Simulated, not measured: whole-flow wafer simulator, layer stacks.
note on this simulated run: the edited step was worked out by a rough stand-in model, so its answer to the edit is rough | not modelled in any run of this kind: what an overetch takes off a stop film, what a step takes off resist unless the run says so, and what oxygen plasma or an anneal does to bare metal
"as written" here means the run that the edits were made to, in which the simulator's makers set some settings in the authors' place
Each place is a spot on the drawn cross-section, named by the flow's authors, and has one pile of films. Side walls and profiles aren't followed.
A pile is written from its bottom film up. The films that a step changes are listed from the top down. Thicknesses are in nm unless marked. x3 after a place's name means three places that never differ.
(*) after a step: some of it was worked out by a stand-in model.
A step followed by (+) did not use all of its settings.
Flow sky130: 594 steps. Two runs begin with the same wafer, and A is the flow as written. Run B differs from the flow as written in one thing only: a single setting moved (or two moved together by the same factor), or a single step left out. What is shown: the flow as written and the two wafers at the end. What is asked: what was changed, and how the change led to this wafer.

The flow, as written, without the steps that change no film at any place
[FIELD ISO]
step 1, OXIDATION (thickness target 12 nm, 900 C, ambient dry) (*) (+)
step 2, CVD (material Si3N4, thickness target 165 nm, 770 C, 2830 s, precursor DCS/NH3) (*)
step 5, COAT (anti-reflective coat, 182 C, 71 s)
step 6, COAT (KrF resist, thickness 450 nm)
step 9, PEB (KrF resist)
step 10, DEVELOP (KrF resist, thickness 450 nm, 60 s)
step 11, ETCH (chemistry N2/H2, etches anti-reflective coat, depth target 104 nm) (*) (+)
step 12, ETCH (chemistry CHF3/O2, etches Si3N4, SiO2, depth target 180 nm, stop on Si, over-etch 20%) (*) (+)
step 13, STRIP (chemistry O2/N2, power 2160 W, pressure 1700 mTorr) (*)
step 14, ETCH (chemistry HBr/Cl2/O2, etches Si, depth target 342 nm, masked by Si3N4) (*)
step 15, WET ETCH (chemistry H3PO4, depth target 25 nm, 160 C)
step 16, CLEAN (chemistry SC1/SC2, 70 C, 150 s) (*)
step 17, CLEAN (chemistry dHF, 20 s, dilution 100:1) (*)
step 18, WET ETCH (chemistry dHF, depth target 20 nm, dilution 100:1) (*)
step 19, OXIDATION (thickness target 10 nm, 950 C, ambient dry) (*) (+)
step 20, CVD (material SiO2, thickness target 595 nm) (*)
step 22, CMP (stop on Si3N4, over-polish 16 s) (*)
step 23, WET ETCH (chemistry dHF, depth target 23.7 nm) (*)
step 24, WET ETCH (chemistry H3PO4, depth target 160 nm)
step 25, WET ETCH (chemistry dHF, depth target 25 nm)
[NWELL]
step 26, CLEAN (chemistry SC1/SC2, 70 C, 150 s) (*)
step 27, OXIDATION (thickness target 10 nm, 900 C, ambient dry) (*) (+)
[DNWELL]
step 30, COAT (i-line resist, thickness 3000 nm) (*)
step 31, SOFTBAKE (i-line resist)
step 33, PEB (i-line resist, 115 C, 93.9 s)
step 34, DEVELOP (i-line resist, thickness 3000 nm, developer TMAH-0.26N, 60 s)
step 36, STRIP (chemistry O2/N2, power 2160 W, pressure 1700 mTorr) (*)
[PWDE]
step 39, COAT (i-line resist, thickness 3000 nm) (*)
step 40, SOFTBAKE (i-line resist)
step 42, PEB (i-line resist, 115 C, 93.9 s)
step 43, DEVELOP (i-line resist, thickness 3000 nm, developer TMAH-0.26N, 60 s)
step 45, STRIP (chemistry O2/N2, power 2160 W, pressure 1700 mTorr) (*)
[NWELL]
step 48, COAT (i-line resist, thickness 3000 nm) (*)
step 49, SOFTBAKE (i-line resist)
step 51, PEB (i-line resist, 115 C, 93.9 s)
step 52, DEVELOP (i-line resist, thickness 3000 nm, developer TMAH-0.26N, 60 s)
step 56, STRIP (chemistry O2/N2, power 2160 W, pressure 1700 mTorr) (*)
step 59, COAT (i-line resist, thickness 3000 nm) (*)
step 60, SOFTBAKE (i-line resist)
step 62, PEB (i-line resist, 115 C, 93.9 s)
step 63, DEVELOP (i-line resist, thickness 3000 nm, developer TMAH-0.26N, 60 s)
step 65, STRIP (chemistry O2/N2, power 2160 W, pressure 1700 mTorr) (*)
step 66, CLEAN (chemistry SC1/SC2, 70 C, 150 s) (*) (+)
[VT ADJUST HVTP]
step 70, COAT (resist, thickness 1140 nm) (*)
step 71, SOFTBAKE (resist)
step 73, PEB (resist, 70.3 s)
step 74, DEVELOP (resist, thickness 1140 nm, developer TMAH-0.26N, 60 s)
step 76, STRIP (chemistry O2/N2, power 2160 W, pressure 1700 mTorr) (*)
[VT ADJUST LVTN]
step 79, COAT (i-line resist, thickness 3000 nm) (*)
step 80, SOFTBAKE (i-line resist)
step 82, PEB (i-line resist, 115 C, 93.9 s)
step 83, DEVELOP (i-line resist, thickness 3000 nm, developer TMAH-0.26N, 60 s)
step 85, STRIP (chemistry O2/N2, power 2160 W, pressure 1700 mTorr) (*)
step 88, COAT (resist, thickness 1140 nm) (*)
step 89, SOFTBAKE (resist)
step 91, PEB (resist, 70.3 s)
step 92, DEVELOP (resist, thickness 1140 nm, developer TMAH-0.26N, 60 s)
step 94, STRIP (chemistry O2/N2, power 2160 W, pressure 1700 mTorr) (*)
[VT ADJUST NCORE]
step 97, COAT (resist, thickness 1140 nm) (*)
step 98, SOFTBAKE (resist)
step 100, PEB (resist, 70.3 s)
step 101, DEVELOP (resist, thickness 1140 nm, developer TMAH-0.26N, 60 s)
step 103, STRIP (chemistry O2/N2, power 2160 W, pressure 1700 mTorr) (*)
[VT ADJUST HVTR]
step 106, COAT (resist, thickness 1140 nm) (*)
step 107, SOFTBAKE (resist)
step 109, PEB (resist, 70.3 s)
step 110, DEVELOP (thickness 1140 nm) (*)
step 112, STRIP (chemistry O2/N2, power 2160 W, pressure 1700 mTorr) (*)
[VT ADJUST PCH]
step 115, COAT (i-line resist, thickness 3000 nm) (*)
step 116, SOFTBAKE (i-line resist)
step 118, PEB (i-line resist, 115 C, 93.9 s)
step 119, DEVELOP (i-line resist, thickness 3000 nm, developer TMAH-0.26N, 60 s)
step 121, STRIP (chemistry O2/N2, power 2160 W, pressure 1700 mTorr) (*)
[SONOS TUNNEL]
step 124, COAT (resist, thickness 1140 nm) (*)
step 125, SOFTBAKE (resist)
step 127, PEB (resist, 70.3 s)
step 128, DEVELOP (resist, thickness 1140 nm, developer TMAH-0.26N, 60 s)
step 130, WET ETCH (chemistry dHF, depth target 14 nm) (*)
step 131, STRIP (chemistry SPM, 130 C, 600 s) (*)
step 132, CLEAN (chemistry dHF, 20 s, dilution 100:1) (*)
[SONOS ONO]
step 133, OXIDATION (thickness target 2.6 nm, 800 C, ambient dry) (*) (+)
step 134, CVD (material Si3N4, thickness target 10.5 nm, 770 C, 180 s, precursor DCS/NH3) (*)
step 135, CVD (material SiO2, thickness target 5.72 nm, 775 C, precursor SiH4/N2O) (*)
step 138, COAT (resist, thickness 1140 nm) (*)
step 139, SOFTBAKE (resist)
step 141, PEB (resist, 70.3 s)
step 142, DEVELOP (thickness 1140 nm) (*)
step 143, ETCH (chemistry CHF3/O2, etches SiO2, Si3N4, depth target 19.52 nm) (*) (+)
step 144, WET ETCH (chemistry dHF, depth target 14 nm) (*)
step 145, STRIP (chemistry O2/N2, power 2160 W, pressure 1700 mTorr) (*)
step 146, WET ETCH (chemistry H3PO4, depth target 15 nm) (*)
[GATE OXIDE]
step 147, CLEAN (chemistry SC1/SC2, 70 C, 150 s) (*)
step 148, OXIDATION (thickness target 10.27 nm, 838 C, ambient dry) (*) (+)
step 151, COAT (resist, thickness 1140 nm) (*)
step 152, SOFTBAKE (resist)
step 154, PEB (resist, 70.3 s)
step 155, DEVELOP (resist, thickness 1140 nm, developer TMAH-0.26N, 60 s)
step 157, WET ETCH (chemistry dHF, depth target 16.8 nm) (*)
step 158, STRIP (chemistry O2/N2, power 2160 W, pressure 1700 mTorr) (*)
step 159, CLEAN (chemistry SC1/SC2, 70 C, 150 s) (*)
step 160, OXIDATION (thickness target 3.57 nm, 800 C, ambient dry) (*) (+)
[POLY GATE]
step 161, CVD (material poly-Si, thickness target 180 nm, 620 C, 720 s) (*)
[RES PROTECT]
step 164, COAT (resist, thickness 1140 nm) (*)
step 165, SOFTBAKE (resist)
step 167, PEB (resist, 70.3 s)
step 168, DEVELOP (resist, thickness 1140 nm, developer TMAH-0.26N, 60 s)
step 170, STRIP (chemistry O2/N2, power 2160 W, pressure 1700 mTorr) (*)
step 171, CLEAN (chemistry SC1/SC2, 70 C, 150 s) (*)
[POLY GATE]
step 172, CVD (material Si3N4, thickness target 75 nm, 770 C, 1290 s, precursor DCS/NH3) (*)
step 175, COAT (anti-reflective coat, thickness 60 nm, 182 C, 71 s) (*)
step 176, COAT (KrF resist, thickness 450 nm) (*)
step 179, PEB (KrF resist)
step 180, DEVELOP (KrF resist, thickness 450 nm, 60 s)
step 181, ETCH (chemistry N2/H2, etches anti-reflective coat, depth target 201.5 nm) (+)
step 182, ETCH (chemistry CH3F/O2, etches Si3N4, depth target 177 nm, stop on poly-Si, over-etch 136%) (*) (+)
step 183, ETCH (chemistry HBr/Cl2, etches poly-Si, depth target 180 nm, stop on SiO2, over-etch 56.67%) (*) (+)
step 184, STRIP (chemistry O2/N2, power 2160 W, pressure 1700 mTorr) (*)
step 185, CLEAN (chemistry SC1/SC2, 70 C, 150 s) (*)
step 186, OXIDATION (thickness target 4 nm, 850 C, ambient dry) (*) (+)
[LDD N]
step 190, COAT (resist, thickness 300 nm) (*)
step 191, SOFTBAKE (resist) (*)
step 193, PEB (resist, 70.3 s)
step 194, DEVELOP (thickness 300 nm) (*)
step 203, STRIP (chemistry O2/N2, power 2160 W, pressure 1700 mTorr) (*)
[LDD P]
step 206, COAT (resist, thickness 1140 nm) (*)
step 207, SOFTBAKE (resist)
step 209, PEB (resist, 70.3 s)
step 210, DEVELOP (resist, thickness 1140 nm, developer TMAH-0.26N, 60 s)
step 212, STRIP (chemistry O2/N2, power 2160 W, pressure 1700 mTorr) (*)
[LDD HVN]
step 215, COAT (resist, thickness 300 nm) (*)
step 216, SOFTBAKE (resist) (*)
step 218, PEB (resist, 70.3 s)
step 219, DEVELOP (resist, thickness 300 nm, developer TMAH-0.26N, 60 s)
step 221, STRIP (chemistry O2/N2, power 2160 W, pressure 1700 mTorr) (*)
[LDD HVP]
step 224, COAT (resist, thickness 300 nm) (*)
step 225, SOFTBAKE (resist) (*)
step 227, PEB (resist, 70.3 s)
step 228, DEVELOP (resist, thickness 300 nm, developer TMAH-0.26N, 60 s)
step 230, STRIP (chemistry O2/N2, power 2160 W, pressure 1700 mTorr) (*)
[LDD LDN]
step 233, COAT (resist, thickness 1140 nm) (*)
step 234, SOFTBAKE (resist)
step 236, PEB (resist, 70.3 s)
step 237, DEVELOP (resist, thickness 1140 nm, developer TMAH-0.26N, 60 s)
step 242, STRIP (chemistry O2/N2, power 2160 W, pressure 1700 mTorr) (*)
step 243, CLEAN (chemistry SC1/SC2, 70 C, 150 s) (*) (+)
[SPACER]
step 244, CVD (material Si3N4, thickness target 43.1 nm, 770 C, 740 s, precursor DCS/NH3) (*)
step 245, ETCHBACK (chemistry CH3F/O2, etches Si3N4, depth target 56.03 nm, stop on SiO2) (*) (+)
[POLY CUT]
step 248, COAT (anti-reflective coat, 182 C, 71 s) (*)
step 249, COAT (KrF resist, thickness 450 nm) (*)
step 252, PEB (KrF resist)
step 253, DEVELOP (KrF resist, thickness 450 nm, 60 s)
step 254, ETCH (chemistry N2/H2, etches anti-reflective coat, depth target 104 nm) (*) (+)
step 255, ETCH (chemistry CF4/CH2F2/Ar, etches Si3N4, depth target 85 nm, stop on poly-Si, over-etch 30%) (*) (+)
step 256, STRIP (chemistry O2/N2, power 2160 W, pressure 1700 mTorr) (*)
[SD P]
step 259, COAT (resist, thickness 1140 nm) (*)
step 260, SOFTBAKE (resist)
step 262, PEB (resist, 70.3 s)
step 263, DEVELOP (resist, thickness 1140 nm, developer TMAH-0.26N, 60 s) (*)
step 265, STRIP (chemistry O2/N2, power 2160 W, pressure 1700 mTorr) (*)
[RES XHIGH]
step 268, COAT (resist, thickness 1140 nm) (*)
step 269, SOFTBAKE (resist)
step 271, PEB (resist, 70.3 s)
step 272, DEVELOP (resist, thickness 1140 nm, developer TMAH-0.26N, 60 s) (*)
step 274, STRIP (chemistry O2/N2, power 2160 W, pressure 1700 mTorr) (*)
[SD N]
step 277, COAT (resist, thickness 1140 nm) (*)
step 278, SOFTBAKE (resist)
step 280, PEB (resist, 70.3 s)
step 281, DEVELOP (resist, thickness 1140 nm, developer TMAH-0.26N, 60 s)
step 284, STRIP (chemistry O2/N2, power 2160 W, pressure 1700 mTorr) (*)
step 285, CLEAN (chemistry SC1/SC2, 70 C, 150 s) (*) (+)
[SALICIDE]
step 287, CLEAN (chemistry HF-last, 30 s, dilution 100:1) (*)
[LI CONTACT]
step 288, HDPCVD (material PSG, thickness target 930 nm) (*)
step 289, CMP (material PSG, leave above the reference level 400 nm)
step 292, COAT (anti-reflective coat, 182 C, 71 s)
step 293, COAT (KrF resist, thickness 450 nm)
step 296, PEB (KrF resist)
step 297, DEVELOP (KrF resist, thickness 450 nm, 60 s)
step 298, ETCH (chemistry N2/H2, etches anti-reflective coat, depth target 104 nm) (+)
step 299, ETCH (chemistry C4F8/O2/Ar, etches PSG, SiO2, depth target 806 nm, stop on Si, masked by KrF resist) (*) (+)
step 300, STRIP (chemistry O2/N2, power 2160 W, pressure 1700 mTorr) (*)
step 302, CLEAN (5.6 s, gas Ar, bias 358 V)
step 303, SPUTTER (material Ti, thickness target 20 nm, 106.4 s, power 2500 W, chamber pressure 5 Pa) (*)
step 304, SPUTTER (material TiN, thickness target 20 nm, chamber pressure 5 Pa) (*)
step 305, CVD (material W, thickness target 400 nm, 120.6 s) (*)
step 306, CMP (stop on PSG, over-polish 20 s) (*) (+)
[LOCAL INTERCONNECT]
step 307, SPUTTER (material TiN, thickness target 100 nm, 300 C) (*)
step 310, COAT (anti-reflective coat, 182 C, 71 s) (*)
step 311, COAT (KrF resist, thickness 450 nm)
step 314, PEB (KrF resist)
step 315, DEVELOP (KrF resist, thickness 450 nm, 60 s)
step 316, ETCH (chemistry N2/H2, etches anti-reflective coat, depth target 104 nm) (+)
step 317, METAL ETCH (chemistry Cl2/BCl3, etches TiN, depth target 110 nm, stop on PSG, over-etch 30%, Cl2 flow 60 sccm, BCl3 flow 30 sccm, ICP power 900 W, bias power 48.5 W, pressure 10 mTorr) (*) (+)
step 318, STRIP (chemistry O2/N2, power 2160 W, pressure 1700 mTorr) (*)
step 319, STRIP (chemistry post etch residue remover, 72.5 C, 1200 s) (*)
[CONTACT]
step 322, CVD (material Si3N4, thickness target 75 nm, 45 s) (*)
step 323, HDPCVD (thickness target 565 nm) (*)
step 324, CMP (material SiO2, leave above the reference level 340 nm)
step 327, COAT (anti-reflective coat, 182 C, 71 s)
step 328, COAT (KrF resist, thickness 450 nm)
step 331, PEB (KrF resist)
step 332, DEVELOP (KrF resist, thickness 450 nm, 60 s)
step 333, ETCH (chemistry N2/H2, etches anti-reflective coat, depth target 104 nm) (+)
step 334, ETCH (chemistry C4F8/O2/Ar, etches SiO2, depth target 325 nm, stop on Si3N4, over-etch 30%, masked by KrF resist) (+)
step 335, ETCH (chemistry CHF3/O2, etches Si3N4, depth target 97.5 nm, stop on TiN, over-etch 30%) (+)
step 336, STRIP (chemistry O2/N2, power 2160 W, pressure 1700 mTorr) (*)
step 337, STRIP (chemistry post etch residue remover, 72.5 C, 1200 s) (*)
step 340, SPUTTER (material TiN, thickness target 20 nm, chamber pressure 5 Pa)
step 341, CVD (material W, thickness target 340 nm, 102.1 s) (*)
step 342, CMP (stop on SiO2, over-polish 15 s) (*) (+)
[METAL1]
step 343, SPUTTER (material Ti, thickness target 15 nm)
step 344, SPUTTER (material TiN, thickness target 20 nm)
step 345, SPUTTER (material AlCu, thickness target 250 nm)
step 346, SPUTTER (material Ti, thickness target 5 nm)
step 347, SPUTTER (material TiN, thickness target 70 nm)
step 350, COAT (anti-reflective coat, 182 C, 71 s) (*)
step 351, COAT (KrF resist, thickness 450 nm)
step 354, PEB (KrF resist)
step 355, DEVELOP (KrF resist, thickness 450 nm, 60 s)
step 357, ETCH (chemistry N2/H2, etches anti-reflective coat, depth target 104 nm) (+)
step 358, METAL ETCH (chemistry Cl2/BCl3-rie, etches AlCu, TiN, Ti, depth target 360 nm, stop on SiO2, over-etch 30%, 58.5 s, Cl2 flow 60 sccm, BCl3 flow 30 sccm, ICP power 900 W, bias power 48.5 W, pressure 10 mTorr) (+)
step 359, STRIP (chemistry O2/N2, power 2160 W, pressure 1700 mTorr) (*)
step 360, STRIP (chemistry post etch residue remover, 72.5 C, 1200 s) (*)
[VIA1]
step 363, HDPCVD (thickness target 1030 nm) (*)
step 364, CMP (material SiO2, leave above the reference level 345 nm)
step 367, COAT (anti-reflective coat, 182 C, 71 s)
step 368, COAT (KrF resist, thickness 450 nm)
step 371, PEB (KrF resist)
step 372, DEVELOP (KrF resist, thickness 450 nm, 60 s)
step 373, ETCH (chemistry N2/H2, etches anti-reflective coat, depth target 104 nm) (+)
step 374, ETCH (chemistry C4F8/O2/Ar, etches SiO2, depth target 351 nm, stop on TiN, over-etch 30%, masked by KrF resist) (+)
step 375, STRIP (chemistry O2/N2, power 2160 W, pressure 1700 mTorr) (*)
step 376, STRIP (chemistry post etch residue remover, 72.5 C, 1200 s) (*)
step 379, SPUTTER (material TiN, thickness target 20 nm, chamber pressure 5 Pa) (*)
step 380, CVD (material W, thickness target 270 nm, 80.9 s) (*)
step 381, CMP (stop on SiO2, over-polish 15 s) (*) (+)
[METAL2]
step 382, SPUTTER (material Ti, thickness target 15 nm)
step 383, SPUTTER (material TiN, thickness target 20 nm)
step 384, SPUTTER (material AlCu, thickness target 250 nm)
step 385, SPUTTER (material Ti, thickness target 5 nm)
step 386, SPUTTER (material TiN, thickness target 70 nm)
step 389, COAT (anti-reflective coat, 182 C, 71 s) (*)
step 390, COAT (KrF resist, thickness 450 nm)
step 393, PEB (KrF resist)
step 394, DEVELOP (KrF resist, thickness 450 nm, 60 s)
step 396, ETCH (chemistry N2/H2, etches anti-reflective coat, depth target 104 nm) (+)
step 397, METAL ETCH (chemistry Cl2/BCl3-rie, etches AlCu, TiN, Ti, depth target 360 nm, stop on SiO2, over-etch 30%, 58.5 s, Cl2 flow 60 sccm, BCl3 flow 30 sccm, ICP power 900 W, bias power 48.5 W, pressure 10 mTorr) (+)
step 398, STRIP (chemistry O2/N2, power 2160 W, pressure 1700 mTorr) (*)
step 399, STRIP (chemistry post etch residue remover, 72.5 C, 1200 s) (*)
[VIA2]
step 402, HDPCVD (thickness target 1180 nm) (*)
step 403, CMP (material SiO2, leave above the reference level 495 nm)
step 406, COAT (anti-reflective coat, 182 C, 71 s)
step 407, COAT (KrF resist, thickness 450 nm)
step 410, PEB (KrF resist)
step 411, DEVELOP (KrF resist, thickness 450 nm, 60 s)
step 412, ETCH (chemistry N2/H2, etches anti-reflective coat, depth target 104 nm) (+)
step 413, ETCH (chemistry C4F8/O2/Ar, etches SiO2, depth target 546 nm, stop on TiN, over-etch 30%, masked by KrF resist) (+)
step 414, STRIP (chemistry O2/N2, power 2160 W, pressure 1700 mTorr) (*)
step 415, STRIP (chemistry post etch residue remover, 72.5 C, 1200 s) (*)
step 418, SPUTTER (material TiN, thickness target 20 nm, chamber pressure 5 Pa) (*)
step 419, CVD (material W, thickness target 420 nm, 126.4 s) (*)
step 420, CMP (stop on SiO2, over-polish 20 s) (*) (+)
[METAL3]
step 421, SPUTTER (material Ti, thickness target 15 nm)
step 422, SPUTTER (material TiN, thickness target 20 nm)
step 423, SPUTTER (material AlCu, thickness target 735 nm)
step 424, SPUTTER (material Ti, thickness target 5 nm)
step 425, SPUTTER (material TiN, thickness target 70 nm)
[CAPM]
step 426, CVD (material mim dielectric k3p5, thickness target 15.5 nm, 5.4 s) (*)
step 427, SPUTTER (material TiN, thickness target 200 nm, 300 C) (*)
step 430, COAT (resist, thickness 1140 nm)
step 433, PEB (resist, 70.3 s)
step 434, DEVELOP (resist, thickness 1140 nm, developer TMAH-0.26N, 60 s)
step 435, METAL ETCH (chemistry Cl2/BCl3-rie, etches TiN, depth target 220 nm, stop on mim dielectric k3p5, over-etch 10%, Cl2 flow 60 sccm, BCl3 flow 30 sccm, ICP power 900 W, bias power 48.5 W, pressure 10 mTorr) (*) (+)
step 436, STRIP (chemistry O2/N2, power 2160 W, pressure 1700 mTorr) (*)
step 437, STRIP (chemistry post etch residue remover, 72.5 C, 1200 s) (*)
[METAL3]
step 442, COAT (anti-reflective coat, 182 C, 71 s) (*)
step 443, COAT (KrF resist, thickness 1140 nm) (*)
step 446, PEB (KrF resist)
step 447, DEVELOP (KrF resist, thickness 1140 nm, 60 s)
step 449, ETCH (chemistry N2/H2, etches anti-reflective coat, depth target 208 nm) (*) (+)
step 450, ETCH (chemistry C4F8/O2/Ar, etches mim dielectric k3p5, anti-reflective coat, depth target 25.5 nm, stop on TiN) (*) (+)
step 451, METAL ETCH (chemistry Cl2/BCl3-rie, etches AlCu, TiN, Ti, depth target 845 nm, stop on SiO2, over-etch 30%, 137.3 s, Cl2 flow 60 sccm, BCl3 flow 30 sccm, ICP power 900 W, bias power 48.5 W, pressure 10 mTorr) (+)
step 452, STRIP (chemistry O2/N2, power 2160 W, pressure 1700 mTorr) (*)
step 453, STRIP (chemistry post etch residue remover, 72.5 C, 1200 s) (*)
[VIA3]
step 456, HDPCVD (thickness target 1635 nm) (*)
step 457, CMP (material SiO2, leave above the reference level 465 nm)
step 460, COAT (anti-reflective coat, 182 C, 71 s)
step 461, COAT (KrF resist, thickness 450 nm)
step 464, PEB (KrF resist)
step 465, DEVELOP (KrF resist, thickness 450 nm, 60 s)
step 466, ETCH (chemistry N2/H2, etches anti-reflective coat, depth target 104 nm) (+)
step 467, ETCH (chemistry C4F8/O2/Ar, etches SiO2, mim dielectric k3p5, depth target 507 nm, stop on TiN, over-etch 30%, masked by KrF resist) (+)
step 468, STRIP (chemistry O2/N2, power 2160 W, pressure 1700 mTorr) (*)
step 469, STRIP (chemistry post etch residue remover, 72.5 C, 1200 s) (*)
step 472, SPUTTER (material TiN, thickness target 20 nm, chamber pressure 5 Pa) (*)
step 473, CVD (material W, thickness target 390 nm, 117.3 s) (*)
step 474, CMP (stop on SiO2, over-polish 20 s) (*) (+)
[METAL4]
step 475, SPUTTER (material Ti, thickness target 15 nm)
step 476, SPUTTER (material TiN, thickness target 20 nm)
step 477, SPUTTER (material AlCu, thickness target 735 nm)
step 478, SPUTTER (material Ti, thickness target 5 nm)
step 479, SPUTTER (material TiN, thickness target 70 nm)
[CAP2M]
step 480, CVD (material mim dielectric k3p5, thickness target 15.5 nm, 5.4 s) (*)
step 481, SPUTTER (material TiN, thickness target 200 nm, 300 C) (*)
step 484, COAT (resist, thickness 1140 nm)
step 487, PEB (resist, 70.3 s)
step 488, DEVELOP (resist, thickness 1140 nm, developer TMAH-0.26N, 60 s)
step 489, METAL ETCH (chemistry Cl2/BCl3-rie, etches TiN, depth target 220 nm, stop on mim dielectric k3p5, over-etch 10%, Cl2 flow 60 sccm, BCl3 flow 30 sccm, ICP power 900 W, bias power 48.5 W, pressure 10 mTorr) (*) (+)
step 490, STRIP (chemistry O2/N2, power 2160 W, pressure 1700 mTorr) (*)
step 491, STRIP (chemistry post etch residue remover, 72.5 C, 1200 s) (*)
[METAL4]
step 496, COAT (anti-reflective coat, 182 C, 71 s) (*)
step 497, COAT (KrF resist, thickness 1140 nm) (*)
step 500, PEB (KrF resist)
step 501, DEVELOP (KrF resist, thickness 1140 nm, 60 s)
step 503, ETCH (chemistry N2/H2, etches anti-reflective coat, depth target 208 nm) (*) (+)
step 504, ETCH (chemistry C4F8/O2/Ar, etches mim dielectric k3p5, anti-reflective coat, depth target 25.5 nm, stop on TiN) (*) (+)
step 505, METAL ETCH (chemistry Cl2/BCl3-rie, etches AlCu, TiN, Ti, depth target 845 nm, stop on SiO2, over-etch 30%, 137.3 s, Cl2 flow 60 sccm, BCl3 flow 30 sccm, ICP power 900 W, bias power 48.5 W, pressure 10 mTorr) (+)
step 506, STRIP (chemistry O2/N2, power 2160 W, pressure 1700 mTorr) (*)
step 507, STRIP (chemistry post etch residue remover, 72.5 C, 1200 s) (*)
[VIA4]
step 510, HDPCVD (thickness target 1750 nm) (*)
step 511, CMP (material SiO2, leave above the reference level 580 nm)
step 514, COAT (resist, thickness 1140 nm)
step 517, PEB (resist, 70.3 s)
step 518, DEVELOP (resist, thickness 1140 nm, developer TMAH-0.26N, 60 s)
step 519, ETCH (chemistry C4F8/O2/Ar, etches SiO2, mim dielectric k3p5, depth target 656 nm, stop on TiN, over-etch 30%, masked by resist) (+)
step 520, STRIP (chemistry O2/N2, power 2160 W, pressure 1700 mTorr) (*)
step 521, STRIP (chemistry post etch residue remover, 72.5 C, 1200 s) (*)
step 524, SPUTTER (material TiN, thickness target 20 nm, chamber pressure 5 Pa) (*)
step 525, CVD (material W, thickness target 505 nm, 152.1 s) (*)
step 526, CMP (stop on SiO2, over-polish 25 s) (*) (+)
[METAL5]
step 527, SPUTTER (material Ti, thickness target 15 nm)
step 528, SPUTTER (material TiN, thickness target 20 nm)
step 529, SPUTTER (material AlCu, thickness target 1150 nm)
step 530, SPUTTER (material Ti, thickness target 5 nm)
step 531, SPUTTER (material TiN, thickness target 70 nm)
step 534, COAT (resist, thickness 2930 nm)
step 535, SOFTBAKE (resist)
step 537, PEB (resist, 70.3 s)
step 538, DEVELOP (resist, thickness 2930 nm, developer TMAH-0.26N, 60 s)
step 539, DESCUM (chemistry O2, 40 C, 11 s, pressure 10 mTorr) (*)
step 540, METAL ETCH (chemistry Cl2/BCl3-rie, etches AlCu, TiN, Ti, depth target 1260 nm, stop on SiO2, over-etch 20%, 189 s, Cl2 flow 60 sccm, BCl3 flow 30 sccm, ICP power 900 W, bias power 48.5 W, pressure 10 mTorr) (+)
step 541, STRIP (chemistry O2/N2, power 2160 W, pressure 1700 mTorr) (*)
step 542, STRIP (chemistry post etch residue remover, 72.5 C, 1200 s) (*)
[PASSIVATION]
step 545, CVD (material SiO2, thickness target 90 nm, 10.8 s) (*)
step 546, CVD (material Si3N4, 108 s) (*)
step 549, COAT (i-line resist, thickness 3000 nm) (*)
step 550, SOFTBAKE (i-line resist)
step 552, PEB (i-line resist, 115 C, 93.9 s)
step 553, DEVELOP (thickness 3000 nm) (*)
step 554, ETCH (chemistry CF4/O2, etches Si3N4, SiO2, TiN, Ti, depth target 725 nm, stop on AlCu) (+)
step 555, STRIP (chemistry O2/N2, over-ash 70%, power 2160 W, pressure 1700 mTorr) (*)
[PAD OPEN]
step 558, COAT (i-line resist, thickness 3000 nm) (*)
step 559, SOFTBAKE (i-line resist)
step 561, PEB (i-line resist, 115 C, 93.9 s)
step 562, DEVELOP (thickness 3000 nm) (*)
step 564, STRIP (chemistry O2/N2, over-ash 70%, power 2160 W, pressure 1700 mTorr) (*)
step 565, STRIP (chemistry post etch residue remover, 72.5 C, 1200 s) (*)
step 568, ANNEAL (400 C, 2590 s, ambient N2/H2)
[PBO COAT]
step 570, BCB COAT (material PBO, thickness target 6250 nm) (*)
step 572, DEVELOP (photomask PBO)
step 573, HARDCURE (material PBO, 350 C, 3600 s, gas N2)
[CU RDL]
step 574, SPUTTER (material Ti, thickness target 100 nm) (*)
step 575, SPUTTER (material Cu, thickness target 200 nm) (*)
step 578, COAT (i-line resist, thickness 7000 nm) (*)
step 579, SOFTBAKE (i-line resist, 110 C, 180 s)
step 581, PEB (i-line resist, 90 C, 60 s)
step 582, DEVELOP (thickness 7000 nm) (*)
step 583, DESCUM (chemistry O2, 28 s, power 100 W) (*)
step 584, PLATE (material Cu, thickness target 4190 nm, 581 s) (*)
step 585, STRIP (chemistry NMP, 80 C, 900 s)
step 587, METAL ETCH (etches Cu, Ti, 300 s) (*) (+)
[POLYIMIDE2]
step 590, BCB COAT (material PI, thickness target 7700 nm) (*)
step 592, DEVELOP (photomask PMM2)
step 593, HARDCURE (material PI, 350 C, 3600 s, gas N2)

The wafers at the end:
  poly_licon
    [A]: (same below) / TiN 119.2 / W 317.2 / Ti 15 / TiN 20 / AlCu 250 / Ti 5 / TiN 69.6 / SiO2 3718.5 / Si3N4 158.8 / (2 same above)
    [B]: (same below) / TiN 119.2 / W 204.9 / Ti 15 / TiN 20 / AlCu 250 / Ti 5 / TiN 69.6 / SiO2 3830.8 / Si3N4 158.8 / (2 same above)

What caused this: step 341, CVD: thickness target 204 nm was run, though the flow has thickness target 340 nm; step 341, CVD: 61.27 s was run, where the flow has 102.1 s.

How this came from the change, step by step:
  step 341, CVD (material W, thickness target 340 nm, 102.1 s) (*)
      field, active, n_well and 185 more: A W gains 340 (new film) | B W gains 204.9 (new film)
      ndiff_licon, ndiff_licon_cpp, rpo_hd_licon: A W gains 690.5 (new film) | B W gains 555.4 (new film)
  step 342, CMP (stop on SiO2, over-polish 15 s) (*) (+)
      poly_licon: A W loses 22.8 | B nothing
      field, active, n_well and 184 more: A W loses 340 (all of it), TiN loses 20 (all of it), SiO2 loses 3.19 | B W loses 204.9 (all of it), TiN loses 20 (all of it), SiO2 loses 3.19
      (also at 3 further places)
  step 350, COAT (anti-reflective coat, 182 C, 71 s) (*)
      poly_licon: A anti-reflective coat gains 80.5 (new film) | B anti-reflective coat gains 192.8 (new film)
  step 359, STRIP (chemistry O2/N2, power 2160 W, pressure 1700 mTorr) (*)
      poly_licon: A KrF resist loses 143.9 (all of it), anti-reflective coat loses 80.5 (all of it) | B KrF resist loses 143.9 (all of it), anti-reflective coat loses 192.8 (all of it)
  step 364, CMP (material SiO2, leave above the reference level 345 nm)
      poly_licon: A SiO2 loses 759 | B SiO2 loses 646.7
